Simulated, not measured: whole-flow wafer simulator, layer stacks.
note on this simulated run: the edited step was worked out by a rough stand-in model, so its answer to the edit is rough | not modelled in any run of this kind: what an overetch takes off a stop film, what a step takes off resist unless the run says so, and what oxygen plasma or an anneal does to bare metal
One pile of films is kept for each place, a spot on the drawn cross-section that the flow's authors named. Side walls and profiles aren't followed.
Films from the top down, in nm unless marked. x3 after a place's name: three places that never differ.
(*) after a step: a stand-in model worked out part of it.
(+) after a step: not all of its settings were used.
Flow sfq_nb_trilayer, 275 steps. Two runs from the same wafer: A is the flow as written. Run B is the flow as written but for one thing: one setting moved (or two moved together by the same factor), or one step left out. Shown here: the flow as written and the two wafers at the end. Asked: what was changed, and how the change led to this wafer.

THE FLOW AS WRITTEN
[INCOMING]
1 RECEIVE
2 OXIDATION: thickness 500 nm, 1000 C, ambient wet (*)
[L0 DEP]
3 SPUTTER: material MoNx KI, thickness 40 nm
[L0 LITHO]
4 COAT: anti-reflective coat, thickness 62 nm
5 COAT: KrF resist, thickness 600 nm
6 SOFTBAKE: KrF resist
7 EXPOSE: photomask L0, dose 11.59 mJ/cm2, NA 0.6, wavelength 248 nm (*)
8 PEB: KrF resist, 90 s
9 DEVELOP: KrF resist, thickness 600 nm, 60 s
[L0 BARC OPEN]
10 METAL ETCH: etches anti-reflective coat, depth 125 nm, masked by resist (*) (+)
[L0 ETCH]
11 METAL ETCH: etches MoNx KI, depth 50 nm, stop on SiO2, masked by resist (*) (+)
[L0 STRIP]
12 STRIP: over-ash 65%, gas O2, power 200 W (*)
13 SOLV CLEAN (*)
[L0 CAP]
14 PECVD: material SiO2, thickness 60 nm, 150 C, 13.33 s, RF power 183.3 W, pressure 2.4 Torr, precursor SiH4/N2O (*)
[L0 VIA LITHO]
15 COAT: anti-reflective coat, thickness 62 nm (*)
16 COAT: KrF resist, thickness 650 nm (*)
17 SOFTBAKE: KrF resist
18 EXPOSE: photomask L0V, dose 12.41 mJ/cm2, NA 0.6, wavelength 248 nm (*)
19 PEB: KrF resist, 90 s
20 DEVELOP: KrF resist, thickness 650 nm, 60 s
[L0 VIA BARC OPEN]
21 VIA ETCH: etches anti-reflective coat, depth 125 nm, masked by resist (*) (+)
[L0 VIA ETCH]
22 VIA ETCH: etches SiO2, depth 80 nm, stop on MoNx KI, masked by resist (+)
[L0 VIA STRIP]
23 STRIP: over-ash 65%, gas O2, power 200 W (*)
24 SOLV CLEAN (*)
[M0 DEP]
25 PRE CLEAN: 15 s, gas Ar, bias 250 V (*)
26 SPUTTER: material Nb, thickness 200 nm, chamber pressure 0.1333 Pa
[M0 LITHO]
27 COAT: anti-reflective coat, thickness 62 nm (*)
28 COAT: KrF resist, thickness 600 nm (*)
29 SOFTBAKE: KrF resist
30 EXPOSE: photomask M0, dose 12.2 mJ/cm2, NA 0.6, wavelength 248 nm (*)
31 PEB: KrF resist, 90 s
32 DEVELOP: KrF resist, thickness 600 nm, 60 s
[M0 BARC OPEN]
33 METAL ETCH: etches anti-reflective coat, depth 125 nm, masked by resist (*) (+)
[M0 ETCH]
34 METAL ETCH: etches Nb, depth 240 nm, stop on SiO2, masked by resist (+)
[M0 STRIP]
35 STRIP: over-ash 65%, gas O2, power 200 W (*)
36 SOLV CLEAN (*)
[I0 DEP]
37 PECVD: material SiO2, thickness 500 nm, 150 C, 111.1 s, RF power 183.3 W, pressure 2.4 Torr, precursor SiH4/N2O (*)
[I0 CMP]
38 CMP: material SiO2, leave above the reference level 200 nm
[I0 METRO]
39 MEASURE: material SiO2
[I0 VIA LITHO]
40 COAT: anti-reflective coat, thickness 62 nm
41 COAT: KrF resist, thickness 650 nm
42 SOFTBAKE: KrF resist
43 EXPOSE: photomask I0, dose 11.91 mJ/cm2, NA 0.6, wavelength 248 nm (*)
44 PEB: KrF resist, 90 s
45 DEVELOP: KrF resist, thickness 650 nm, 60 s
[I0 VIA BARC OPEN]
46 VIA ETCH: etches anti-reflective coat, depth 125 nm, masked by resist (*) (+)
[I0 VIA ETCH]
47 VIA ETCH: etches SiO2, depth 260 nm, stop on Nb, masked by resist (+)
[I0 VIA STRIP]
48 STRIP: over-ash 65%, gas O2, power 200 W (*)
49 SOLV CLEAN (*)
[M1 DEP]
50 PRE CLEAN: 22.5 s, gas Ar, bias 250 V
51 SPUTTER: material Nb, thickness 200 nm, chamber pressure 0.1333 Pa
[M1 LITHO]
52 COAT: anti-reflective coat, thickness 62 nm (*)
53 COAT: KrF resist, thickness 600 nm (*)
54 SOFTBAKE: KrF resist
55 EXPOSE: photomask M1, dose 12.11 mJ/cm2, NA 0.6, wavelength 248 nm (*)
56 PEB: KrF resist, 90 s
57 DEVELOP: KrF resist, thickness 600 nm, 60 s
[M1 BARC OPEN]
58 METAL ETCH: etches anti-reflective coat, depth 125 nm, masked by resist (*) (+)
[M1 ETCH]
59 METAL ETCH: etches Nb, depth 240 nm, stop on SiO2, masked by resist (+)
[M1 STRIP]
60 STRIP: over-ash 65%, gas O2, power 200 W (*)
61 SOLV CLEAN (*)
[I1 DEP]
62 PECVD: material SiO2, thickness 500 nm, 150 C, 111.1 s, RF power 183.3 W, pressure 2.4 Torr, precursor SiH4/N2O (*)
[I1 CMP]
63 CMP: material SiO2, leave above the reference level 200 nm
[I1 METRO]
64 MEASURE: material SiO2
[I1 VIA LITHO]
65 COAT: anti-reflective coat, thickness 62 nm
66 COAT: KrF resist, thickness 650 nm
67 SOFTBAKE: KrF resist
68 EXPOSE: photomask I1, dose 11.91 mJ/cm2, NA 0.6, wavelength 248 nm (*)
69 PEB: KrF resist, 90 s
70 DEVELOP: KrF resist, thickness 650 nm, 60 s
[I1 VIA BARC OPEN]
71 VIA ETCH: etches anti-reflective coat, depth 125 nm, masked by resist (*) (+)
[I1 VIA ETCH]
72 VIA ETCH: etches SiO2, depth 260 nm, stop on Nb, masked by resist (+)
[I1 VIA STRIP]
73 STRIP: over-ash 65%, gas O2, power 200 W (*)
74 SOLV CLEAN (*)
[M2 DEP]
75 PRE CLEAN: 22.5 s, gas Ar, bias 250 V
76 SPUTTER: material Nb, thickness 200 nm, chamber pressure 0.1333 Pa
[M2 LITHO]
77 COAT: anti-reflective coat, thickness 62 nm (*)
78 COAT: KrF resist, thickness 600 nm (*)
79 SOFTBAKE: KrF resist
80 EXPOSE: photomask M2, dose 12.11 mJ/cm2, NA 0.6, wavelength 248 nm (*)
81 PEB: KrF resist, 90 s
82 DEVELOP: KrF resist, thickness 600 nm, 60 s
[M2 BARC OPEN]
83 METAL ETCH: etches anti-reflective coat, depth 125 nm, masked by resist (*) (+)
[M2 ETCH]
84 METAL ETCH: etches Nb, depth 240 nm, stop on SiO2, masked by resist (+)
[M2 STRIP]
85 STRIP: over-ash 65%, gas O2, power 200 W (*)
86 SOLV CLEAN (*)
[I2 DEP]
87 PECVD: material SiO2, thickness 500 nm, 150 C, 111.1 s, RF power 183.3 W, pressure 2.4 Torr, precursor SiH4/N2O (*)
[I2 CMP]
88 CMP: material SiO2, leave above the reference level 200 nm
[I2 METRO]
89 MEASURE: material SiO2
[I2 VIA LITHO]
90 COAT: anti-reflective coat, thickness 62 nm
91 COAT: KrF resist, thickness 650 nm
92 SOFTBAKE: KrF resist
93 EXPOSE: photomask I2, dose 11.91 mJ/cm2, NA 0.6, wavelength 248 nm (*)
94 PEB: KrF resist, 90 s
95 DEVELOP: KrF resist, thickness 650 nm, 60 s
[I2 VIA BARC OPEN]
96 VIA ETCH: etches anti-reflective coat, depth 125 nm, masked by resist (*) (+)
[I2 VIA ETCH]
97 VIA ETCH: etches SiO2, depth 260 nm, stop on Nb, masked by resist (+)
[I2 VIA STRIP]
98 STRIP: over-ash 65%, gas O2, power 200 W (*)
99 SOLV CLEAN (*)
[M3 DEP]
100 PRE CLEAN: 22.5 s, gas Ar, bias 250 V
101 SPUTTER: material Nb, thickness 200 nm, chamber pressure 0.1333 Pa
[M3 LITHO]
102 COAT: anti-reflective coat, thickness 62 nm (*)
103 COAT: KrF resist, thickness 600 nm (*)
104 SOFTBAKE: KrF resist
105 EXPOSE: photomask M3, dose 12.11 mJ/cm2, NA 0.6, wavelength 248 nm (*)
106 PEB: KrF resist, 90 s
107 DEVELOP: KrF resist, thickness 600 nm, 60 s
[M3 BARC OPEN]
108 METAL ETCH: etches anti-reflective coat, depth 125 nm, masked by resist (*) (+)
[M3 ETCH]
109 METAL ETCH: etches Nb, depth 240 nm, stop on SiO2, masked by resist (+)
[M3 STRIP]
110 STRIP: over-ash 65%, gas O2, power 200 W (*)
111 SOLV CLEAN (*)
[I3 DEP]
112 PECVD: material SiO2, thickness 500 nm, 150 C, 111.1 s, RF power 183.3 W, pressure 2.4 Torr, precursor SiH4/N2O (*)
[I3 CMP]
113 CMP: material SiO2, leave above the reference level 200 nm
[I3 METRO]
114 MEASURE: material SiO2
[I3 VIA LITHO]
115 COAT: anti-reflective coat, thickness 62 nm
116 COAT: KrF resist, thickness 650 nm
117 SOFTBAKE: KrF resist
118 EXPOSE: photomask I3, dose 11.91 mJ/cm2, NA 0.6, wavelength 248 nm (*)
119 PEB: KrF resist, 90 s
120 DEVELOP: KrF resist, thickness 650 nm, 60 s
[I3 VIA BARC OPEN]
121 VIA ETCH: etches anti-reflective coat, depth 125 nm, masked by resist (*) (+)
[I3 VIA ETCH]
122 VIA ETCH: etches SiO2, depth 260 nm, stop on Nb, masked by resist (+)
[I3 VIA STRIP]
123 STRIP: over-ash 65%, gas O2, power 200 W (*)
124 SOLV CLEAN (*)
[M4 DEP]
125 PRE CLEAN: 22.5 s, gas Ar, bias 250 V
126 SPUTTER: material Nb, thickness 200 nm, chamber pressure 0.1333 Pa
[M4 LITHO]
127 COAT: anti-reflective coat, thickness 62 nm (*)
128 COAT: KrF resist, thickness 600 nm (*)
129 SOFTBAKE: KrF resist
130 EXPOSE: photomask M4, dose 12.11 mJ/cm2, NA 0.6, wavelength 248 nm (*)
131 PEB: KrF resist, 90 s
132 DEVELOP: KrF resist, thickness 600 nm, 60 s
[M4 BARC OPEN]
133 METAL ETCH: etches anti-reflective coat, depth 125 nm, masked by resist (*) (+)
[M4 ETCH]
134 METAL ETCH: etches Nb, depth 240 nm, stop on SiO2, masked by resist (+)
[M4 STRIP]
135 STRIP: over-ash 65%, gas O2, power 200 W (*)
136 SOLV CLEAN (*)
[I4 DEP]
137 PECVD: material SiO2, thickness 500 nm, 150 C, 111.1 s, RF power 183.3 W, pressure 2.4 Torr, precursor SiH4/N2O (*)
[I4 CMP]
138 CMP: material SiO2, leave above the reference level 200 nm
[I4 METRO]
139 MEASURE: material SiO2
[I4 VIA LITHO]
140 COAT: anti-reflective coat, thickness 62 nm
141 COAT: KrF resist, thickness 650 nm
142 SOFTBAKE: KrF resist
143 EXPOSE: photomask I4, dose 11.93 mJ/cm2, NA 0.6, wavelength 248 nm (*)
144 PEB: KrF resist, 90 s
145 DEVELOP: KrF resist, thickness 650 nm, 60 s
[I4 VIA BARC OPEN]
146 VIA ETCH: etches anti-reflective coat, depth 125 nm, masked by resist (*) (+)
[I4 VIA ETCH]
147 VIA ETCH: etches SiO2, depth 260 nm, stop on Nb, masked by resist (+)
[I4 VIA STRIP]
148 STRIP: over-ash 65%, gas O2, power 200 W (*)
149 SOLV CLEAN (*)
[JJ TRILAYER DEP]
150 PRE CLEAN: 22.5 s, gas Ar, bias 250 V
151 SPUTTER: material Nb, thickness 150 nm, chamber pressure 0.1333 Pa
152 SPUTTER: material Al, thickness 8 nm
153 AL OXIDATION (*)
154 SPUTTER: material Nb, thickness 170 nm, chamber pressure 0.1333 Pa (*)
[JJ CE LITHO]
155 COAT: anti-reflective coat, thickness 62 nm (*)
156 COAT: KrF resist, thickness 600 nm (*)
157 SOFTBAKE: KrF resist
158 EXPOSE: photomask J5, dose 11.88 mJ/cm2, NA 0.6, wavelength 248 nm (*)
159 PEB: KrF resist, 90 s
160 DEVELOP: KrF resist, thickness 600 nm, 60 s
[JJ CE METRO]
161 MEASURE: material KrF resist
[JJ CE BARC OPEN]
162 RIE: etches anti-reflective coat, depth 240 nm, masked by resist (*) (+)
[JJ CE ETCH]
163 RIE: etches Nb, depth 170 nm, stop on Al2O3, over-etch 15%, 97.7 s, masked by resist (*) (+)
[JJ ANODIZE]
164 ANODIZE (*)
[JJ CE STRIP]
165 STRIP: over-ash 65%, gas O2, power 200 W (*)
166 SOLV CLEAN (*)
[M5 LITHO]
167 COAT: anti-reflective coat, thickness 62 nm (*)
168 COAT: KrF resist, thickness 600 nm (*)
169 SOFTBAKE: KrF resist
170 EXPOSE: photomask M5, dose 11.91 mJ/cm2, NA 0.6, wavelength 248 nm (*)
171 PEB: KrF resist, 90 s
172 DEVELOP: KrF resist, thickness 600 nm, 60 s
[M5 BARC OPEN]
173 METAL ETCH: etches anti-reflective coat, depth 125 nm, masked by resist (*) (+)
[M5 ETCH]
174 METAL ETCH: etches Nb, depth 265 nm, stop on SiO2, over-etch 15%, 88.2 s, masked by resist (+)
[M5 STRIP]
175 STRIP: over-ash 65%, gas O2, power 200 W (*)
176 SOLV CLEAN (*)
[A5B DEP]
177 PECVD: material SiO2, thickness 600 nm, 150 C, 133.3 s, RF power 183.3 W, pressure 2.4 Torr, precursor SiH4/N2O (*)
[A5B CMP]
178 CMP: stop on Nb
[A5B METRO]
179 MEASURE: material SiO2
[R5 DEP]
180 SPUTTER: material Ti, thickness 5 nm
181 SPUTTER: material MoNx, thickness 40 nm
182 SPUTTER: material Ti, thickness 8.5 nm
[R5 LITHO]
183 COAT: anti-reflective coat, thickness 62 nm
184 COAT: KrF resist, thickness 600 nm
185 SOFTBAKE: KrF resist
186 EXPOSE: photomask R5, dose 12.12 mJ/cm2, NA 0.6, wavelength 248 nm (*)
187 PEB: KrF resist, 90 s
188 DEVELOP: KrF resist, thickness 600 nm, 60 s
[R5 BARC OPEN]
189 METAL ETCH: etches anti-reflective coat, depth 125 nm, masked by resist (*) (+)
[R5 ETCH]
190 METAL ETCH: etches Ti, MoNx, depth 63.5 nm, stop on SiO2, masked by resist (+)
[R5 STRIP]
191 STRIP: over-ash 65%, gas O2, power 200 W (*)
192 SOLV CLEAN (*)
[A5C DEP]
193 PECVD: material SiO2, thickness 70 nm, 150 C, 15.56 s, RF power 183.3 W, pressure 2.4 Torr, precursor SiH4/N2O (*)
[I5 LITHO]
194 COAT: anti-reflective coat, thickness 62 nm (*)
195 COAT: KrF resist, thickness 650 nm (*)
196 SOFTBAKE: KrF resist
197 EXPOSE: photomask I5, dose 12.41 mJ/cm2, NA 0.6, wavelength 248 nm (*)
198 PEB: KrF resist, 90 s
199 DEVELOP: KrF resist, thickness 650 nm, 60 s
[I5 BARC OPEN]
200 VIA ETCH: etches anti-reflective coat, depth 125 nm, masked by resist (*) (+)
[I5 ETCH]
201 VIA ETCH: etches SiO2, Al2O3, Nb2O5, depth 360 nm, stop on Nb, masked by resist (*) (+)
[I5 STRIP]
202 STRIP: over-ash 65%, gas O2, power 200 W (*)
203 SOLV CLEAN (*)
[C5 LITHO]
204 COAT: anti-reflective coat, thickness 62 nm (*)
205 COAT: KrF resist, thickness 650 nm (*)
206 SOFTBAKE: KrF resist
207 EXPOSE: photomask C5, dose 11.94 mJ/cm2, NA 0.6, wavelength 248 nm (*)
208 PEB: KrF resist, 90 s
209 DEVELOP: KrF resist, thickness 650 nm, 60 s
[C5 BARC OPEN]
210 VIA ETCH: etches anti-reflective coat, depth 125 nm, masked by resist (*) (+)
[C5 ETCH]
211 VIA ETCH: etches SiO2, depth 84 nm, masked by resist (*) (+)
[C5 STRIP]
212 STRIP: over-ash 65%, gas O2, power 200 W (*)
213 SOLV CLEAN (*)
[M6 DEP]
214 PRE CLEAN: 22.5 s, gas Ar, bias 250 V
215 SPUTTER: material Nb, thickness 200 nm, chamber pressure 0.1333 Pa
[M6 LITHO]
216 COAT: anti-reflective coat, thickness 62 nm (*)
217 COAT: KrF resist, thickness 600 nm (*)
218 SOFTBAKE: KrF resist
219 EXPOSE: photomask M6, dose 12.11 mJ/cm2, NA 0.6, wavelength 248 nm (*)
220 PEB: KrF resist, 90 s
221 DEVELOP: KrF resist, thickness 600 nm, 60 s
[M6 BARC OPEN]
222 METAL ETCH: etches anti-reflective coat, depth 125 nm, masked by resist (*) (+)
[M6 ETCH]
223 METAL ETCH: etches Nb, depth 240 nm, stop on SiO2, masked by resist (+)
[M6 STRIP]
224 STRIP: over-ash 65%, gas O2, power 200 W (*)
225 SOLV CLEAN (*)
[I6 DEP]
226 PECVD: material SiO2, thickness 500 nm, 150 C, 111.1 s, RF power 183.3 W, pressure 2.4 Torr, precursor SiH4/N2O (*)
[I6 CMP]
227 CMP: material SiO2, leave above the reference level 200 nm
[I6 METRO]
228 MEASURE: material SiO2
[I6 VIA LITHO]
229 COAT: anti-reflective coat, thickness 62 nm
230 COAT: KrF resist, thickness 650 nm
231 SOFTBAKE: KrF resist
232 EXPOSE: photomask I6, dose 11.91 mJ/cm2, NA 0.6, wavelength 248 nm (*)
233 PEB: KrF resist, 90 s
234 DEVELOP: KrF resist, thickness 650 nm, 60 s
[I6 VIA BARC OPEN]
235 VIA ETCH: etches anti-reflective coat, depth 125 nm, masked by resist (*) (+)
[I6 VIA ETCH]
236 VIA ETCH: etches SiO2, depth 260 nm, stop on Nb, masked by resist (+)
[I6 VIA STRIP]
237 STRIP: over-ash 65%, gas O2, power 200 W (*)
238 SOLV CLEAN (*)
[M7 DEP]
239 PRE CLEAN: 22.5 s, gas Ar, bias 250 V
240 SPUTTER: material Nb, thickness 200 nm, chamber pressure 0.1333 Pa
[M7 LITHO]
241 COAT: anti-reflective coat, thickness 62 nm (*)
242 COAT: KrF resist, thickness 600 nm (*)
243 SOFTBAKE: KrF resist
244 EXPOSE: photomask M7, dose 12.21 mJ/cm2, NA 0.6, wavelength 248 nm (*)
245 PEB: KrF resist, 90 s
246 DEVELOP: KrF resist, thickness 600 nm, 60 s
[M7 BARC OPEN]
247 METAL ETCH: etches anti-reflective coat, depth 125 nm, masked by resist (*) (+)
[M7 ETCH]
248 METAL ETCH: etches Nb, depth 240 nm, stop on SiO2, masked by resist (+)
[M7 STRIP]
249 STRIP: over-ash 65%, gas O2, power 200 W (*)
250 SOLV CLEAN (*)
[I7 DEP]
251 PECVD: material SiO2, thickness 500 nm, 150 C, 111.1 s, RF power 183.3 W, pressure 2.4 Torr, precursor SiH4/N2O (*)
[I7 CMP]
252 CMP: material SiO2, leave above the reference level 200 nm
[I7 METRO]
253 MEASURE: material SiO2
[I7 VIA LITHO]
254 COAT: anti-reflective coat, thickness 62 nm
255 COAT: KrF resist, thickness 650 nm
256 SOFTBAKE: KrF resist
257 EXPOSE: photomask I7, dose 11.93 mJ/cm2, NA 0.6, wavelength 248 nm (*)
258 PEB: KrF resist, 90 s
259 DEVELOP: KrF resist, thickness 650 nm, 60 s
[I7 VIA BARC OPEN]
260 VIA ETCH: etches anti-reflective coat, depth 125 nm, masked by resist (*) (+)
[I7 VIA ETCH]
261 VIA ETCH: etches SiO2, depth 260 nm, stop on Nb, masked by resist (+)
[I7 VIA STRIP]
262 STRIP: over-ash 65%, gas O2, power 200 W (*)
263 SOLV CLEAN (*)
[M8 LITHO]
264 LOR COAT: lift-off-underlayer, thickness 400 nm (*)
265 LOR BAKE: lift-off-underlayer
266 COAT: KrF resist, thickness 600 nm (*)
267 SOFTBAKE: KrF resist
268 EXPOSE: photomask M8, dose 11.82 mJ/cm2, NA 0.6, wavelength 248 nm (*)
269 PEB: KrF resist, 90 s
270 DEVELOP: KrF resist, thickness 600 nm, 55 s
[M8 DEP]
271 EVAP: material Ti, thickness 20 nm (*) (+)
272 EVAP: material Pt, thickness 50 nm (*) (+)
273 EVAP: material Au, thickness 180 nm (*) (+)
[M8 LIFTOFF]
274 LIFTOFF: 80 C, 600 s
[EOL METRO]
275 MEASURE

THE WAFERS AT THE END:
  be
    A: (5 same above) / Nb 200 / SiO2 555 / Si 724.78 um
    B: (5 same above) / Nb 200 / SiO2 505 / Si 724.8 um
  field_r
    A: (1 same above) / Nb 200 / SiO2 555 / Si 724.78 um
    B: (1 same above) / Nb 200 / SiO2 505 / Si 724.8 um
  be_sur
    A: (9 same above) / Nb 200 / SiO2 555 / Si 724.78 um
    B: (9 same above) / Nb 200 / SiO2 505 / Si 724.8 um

The cause: step 2, OXIDATION: thickness 450 nm was run, where the flow has thickness 500 nm.

How the change led to this, step by step:
  2 OXIDATION: thickness 500 nm, 1000 C, ambient wet (*)
      field_l, v_sur, via_wl and 103 more: A SiO2 +500 (new film), chemical SiO2 -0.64 (all of it), Si -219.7 | B SiO2 +450 (new film), chemical SiO2 -0.64 (all of it), Si -197.7
